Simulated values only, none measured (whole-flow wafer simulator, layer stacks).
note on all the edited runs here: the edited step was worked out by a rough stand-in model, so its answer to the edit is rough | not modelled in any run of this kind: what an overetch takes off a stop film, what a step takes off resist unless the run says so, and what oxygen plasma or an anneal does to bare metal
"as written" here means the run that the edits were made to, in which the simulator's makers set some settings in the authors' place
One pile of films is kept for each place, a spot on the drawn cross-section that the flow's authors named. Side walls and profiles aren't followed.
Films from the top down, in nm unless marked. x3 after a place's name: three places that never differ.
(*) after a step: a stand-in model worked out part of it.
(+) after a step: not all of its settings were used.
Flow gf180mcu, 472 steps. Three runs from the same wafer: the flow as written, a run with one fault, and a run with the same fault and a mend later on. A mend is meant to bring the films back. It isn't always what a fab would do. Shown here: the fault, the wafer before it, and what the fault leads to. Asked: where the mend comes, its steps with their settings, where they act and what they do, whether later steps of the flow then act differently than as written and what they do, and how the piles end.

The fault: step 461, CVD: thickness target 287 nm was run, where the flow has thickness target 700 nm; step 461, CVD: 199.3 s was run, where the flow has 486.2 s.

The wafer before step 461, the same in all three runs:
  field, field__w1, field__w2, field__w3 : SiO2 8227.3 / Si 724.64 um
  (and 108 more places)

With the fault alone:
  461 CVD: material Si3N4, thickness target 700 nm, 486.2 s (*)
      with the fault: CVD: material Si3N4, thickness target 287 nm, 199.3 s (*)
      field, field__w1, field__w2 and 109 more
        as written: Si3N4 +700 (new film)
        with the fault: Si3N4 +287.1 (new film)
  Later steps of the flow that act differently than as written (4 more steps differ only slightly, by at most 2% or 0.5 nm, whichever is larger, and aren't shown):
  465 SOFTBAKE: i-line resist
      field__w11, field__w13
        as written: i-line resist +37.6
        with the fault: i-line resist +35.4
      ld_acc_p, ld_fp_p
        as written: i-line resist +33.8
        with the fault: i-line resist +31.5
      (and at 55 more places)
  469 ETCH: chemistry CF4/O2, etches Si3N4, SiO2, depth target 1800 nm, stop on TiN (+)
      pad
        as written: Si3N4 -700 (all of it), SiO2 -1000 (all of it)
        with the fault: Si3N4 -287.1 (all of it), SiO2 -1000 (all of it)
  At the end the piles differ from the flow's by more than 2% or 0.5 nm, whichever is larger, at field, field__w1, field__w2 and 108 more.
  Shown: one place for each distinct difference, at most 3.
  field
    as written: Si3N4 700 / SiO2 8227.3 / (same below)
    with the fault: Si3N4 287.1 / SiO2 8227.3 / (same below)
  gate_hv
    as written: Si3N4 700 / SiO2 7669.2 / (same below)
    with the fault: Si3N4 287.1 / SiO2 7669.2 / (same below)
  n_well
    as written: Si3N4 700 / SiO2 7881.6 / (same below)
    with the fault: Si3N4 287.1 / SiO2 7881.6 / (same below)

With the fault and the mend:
  The mend comes after step 461.
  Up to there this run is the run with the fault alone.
  461a CVD: material Si3N4, thickness target 413 nm, 286.8 s (*) (the flow's step 461 once more, with other settings)
      field, field__w1, field__w2 and 109 more
        Si3N4 +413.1
  No later step of the flow acts differently than as written, at any place that is followed, by more than 2% or 0.5 nm, whichever is larger.
  At the end the piles differ from the flow's only slightly at the places that both follow, by at most 2% or 0.5 nm, whichever is larger.
